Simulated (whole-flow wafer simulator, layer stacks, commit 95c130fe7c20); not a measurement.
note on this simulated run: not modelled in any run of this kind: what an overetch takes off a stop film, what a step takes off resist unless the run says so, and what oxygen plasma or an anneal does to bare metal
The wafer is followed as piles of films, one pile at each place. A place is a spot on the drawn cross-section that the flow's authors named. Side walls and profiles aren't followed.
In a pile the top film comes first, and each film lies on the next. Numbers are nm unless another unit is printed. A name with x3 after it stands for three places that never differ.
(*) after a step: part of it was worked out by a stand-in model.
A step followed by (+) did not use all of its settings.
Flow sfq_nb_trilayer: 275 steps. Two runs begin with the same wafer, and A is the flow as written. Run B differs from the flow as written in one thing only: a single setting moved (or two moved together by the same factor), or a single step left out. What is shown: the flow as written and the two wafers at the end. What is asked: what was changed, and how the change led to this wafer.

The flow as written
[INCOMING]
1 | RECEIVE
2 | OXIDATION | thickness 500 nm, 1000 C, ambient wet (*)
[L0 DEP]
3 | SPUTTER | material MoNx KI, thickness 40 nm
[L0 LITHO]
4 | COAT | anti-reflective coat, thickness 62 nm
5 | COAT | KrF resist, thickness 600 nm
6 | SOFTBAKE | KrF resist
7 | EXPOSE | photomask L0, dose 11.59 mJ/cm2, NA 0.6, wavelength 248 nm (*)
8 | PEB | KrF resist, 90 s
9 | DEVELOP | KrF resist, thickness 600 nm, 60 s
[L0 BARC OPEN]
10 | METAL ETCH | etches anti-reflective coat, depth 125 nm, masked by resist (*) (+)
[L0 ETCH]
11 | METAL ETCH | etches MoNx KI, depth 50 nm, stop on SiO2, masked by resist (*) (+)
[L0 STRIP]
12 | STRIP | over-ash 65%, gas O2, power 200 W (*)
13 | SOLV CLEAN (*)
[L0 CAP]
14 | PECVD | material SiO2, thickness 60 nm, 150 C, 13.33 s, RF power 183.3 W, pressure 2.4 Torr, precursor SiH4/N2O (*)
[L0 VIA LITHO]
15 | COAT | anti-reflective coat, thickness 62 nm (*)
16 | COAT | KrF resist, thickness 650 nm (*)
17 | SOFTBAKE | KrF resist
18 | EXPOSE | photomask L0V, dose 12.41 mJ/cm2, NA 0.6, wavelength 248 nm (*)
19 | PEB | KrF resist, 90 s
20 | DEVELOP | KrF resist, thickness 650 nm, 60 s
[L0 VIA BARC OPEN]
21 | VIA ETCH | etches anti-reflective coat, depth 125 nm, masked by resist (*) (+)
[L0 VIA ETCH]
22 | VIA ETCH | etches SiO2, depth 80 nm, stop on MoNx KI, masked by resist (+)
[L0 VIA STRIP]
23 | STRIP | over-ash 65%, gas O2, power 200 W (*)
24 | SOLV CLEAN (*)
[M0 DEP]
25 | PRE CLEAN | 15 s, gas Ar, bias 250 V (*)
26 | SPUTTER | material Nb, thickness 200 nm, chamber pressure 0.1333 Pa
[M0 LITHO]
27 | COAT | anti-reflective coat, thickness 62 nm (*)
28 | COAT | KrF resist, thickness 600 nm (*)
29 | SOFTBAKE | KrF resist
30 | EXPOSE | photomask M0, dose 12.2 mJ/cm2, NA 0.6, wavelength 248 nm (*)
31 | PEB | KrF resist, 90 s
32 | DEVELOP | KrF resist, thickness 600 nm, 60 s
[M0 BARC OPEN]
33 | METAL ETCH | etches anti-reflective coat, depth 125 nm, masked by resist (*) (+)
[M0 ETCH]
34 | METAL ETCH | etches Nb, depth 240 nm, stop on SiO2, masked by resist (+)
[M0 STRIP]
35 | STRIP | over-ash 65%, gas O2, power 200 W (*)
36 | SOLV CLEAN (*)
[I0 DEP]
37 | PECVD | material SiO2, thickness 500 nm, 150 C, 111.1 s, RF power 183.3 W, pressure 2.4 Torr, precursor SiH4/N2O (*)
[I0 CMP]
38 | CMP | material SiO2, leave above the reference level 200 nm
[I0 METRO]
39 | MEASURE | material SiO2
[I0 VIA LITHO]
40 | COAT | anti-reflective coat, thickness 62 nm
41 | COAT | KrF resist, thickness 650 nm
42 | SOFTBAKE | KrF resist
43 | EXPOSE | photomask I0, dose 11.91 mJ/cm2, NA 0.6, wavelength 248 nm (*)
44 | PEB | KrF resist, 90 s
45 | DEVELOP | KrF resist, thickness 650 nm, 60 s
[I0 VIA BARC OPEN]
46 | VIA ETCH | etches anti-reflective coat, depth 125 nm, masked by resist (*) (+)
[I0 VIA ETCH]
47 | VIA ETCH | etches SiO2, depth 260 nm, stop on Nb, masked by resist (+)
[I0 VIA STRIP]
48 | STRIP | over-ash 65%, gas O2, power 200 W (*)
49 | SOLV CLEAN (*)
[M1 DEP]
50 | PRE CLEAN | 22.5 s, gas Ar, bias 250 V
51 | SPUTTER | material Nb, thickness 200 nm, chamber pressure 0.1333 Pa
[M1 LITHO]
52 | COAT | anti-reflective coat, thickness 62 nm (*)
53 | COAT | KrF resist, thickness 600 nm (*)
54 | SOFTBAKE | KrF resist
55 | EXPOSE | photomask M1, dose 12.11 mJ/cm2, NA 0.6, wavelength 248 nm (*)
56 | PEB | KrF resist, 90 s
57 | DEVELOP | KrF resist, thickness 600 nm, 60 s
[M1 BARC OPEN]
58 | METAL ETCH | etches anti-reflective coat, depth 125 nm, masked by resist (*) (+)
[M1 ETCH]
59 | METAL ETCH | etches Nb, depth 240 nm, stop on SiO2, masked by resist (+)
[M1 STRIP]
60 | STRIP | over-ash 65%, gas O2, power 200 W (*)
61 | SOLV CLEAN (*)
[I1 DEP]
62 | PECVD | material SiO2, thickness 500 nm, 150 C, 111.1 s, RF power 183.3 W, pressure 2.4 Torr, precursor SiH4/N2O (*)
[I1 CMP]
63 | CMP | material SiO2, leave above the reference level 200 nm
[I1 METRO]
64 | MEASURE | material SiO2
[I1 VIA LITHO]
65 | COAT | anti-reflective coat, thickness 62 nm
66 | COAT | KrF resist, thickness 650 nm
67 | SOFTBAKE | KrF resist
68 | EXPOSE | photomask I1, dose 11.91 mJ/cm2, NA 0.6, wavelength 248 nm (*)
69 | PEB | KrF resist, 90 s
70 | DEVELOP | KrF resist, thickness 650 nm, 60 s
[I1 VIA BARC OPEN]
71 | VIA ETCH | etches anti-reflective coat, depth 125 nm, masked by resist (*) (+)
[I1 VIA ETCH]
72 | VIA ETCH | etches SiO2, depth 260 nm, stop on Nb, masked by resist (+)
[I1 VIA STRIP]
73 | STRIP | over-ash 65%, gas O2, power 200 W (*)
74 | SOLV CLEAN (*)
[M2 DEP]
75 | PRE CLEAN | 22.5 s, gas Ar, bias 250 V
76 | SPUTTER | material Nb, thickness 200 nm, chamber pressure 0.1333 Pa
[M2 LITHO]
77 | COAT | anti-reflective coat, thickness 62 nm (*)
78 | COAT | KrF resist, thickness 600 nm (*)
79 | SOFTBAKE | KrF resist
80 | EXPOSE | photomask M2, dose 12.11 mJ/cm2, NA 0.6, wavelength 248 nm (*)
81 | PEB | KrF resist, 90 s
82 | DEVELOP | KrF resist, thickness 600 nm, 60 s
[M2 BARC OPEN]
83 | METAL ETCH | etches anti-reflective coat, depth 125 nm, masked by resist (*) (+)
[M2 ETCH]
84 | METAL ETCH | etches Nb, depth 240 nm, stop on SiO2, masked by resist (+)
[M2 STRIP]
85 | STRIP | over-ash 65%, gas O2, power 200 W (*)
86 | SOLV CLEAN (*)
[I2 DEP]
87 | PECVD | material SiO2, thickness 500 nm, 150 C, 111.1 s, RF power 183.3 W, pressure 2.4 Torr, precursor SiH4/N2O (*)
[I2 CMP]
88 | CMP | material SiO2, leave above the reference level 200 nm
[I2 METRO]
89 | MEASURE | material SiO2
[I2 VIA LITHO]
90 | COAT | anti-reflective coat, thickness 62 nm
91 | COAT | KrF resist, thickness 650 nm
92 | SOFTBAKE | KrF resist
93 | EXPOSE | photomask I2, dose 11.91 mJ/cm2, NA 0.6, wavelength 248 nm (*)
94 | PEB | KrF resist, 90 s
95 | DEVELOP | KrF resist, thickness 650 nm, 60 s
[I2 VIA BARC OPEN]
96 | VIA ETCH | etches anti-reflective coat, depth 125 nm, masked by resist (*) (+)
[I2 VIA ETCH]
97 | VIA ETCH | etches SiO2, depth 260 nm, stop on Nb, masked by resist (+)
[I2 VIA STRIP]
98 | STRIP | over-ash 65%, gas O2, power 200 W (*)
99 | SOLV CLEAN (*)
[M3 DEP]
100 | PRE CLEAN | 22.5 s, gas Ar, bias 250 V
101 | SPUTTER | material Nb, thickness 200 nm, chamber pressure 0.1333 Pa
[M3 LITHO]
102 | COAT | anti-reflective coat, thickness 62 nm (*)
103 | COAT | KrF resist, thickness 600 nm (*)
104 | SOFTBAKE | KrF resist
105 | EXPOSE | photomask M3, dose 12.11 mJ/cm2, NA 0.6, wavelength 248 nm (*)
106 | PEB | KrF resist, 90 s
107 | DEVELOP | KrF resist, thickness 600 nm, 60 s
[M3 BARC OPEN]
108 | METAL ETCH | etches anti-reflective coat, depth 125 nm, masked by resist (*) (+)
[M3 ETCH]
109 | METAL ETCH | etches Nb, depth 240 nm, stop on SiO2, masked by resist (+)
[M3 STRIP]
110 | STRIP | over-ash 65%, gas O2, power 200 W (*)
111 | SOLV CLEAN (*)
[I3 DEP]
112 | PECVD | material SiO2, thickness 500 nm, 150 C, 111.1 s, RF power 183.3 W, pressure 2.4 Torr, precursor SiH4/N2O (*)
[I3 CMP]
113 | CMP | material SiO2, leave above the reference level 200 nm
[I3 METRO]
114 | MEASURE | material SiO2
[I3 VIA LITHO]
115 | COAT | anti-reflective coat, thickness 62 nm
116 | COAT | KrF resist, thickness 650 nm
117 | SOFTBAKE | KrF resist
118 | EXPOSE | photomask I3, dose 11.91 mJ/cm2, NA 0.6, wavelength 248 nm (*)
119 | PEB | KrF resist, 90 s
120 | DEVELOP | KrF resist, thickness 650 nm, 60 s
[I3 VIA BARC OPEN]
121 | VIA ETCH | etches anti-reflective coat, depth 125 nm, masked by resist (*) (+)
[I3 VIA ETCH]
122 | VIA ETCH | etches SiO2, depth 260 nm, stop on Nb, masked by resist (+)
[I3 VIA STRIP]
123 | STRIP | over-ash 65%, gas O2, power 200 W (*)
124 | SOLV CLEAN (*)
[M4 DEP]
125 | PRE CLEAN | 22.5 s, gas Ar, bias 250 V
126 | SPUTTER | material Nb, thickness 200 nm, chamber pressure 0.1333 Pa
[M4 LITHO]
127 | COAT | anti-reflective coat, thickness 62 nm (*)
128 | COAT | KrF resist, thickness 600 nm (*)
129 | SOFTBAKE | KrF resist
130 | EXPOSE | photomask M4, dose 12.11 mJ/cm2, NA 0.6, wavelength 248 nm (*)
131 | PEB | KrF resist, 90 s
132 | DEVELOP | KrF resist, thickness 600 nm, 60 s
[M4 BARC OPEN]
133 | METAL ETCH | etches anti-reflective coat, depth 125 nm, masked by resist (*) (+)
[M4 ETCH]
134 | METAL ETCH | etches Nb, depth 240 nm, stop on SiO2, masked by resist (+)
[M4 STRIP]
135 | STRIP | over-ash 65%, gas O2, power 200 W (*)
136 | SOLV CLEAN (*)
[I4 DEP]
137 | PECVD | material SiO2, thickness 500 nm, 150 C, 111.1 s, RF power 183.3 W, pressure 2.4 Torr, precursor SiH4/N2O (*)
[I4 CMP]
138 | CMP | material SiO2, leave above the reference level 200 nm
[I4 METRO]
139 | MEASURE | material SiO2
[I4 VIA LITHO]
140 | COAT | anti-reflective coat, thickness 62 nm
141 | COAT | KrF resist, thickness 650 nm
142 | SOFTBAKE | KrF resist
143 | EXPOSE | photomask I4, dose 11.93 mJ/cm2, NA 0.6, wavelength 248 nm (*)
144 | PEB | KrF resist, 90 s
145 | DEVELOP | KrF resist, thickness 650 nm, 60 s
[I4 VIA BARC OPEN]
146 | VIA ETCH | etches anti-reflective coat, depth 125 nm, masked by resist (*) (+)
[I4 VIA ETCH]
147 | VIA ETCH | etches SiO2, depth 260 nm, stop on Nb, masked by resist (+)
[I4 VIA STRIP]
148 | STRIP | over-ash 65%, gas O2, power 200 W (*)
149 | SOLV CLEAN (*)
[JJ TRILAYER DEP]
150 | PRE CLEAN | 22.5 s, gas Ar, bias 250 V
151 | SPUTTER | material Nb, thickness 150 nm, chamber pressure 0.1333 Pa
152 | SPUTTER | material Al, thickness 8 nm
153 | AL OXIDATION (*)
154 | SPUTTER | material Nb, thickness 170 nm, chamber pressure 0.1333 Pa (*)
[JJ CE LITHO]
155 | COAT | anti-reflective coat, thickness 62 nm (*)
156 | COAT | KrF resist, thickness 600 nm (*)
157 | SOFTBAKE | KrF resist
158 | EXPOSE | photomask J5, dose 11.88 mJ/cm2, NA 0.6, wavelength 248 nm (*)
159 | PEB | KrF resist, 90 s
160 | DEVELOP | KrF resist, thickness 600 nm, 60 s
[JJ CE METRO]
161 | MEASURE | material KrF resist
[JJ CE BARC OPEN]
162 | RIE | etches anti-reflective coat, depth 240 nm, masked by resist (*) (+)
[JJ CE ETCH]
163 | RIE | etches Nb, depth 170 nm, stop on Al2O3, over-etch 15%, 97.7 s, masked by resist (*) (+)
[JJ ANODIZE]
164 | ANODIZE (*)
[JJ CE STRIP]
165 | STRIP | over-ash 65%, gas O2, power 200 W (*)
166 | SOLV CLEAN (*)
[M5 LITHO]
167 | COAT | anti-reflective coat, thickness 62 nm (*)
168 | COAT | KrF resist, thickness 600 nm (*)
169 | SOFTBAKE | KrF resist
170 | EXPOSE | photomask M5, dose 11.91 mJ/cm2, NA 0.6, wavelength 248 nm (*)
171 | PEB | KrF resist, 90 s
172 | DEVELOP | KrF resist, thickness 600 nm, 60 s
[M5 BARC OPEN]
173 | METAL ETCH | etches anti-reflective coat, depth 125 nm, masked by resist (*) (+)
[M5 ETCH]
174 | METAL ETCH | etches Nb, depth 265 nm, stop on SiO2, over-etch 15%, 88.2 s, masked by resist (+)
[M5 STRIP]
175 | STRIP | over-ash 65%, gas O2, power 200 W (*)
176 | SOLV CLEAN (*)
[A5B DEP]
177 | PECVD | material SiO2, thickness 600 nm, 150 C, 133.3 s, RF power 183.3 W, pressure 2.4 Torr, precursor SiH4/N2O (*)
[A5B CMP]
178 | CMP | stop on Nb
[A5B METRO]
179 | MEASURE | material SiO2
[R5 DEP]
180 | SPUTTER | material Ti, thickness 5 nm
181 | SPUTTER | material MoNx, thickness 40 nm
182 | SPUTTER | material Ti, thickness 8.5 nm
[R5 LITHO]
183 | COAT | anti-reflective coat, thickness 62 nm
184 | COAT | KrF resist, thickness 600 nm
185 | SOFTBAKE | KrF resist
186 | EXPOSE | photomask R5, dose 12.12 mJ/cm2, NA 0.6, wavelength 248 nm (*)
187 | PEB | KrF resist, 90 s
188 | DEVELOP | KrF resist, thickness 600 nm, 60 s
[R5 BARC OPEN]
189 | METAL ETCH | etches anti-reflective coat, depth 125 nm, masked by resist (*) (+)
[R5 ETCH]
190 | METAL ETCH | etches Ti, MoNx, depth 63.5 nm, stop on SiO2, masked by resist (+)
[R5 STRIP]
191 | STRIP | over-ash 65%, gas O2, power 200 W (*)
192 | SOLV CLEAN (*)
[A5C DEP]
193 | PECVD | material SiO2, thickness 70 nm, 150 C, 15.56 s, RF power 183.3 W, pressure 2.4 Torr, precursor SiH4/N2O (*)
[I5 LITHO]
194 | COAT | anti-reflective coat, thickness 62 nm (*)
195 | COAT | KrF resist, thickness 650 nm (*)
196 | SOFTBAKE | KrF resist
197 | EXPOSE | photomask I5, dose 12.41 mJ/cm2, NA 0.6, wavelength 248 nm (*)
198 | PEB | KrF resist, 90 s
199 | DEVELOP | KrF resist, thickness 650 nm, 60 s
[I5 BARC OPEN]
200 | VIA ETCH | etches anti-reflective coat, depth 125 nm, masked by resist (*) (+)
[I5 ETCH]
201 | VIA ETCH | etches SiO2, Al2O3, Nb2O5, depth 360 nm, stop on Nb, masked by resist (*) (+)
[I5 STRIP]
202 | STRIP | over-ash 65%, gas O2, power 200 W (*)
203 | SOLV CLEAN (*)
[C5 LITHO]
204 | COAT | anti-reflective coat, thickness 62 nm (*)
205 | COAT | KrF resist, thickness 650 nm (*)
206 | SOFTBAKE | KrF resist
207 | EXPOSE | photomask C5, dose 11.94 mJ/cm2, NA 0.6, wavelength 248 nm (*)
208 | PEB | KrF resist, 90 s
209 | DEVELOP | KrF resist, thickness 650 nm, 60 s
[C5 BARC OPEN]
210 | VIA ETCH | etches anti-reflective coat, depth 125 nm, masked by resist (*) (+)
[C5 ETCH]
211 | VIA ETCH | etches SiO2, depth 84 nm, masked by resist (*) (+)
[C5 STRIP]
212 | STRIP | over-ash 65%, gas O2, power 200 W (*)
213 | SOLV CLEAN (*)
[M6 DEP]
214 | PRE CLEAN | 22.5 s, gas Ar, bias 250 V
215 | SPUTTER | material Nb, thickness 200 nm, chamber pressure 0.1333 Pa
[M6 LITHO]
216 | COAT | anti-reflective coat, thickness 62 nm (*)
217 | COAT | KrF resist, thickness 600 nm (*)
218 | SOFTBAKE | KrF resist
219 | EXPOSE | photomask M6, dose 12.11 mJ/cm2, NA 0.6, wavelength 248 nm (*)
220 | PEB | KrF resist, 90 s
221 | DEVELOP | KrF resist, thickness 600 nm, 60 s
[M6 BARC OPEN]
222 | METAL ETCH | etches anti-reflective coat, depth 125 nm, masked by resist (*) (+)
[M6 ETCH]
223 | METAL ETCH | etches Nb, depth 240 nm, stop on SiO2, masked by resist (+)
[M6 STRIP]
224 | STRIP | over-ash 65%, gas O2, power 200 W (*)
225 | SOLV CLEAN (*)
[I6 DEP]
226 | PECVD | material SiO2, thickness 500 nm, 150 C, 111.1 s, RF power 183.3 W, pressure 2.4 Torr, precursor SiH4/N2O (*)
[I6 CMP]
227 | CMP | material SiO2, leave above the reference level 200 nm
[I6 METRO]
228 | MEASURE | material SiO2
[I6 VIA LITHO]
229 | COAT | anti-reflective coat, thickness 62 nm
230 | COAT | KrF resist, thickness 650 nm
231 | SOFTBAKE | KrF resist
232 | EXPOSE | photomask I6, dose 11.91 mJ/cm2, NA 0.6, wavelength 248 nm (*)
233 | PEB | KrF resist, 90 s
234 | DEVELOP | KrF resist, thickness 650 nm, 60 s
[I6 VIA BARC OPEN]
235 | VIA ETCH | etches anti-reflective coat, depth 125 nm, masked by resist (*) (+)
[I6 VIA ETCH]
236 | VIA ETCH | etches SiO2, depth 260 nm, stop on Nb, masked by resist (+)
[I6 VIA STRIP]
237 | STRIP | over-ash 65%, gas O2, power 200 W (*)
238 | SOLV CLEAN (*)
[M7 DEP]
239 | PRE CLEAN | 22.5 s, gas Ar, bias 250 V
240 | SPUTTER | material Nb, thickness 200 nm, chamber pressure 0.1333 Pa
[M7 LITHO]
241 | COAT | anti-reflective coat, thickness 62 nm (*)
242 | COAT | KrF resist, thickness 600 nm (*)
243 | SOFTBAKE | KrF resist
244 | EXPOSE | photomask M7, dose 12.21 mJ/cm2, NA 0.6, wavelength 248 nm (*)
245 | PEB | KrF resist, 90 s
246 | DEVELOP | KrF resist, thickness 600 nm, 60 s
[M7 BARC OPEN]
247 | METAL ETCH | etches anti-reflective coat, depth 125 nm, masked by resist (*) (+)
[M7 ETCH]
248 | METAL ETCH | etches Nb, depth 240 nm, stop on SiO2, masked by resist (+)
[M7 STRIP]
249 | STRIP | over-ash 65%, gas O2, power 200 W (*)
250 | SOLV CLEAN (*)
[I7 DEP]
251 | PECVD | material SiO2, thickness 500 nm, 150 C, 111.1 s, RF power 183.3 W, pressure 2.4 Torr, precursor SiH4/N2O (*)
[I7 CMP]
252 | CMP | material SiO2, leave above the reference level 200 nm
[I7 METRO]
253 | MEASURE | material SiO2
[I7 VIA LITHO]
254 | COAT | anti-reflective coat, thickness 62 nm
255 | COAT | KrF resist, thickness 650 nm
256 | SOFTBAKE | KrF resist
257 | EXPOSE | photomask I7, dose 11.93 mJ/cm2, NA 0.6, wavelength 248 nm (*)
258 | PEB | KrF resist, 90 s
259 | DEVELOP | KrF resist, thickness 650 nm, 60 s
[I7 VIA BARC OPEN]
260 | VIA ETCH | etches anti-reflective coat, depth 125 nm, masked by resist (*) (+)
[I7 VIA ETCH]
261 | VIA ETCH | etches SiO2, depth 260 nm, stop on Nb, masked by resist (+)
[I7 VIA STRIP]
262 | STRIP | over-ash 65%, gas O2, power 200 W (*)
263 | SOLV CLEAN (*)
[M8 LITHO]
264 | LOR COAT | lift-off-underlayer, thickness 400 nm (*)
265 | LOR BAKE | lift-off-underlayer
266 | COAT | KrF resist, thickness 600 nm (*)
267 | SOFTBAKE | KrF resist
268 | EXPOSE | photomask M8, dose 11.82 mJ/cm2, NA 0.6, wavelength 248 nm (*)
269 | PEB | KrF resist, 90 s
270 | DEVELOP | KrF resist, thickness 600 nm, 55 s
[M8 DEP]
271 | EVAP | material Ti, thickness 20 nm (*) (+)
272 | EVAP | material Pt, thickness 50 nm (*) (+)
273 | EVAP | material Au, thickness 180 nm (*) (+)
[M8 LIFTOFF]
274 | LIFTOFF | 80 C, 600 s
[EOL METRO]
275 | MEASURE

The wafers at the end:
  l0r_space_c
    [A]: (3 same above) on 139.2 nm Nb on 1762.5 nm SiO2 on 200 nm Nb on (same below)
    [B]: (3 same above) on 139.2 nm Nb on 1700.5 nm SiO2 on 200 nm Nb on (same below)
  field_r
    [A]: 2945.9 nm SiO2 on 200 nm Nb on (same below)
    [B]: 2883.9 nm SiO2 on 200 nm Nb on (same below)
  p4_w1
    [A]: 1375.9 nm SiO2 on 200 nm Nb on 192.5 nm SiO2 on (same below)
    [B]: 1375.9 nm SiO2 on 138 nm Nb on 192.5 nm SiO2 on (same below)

The reason: step 126, SPUTTER: thickness 138 nm was run, though the flow has thickness 200 nm.
The wafer itself shows it: p4_w1 has Nb 138, and step 126 as written asks for 200 nm.

Step by step, how the change led to this:
  126 | SPUTTER | material Nb, thickness 200 nm, chamber pressure 0.1333 Pa
      field_l, v_sur, via_wl and 102 more: A +200 Nb (new film) | B +138 Nb (new film)
      via_v: A +165.5 Nb | B +113.9 Nb
  127 | COAT | anti-reflective coat, thickness 62 nm (*)
      via_v: A +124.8 anti-reflective coat (new film) | B +121.6 anti-reflective coat (new film)
  134 | METAL ETCH | etches Nb, depth 240 nm, stop on SiO2, masked by resist (+)
      field_l, be, be_sur and 64 more: A -200 Nb (all of it) | B -138 Nb (all of it)
      v_sur, via_wl, via_w and 36 more: A -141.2 KrF resist | B -121.8 KrF resist
  135 | STRIP | over-ash 65%, gas O2, power 200 W (*)
      p4_fl, p4_fm, p4_w1 and 26 more: A -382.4 KrF resist (all of it), -62 anti-reflective coat (all of it) | B -401.8 KrF resist (all of it), -62 anti-reflective coat (all of it)
      lsp_m, ln_m6: A -381.9 KrF resist (all of it), -61.8 anti-reflective coat (all of it) | B -401.4 KrF resist (all of it), -61.8 anti-reflective coat (all of it)
      (also at 8 further places)
  137 | PECVD | material SiO2, thickness 500 nm, 150 C, 111.1 s, RF power 183.3 W, pressure 2.4 Torr, precursor SiH4/N2O (*)
      p3_s0, p3_s1, p3_s2, p3_s3, p3_s4, p3_s5: A +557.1 SiO2 | B +500 SiO2
      via_v: A +615 SiO2 (new film) | B +598.4 SiO2 (new film)
  138 | CMP | material SiO2, leave above the reference level 200 nm
      field_l, be, be_sur and 55 more: A -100 SiO2 | B -162 SiO2
      p3_s0, p3_s1, p3_s2, p3_s3, p3_s4, p3_s5: A -157.1 SiO2 | B -162 SiO2
      (also at 4 further places)
